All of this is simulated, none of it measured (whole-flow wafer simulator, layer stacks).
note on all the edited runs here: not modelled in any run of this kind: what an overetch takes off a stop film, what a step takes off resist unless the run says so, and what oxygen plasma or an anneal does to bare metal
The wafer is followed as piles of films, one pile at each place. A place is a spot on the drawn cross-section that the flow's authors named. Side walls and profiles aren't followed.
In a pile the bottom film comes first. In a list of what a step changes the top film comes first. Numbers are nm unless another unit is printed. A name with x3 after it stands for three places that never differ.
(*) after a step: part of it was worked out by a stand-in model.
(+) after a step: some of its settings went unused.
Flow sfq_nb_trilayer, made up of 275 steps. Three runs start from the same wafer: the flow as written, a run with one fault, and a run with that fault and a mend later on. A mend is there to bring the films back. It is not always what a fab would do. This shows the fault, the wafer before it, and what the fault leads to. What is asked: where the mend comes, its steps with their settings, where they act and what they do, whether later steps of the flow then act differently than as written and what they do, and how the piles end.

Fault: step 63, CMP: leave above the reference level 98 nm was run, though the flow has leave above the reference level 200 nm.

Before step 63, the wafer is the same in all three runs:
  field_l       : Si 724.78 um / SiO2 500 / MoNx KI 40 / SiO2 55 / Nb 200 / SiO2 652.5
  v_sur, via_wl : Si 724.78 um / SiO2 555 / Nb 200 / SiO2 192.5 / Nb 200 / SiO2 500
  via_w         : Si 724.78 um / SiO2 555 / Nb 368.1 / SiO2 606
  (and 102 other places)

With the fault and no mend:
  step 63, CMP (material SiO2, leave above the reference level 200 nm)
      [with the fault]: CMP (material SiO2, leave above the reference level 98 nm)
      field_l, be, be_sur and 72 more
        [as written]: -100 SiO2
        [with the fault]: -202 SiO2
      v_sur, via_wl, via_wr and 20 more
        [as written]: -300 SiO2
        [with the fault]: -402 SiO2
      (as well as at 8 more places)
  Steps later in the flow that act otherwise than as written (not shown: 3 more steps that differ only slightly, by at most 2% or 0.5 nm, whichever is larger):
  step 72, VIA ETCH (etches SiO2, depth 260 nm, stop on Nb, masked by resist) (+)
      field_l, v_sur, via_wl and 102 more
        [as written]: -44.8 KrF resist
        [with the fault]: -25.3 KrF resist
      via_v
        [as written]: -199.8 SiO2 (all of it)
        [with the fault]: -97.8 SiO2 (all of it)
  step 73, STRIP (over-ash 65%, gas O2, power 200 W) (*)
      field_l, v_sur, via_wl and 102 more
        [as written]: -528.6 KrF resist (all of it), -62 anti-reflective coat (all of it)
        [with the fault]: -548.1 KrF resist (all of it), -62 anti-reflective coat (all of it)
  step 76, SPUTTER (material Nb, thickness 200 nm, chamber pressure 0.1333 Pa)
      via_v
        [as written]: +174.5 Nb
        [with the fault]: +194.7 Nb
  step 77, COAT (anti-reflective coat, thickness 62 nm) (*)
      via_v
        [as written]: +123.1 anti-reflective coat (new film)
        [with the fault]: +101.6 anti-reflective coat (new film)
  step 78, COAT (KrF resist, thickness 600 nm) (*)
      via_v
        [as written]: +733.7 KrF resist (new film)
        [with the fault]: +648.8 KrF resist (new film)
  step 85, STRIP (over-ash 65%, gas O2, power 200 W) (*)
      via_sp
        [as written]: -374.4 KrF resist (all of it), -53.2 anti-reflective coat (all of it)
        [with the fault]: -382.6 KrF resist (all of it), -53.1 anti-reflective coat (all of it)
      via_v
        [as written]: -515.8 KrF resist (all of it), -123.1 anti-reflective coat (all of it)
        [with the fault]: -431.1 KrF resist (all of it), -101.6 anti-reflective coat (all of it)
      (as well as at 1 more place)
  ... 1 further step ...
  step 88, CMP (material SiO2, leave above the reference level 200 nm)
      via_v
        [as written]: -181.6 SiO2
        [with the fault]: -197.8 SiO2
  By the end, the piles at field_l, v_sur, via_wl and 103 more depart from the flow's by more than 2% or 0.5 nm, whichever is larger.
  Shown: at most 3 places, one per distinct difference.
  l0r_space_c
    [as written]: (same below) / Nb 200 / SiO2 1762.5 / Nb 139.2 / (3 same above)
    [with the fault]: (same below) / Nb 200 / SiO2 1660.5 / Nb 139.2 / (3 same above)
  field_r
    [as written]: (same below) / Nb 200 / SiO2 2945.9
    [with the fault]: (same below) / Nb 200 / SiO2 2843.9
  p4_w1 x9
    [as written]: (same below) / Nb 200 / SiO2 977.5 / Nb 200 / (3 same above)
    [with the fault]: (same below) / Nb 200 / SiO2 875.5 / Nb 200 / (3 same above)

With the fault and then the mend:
  The mend follows step 70.
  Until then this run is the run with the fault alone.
  step 70a, STRIP (over-ash 65%, gas O2, power 200 W) (*)
      field_l, v_sur, via_wl and 102 more
        -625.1 KrF resist (all of it), -62 anti-reflective coat (all of it)
      via_v
        -62 anti-reflective coat (all of it)
  step 70b, PECVD (material SiO2, thickness 102 nm, 150 C, 22.67 s, RF power 183.3 W, pressure 2.4 Torr, precursor SiH4/N2O) (a further turn of the flow's step 62, with different settings)
      field_l, v_sur, via_wl and 103 more
        +102 SiO2
  step 70c, COAT (anti-reflective coat, thickness 62 nm) (a further turn of the flow's step 65)
      field_l, v_sur, via_wl and 103 more
        +62 anti-reflective coat (new film)
  step 70d, COAT (KrF resist, thickness 650 nm) (a further turn of the flow's step 66)
      field_l, v_sur, via_wl and 103 more
        +650 KrF resist (new film)
  step 70e, SOFTBAKE (KrF resist) (a further turn of the flow's step 67)
      leaves every film unchanged at each place that is followed
  step 70f, EXPOSE (photomask I1, dose 11.91 mJ/cm2, NA 0.6, wavelength 248 nm) (*) (a further turn of the flow's step 68)
      leaves every film unchanged at each place that is followed
  step 70g, PEB (KrF resist, 90 s) (a further turn of the flow's step 69)
      field_l, v_sur, via_wl and 103 more
        -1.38 KrF resist
  step 70h, DEVELOP (KrF resist, thickness 650 nm, 60 s) (a further turn of the flow's step 70)
      field_l, v_sur, via_wl and 102 more
        -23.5 KrF resist
      via_v
        -648.6 KrF resist (all of it)
  None of the later steps of the flow differs from how it acts as written, at any place that is followed, by more than 2% or 0.5 nm, whichever is larger.
  At every place that both follow, the piles at the end match the flow's.
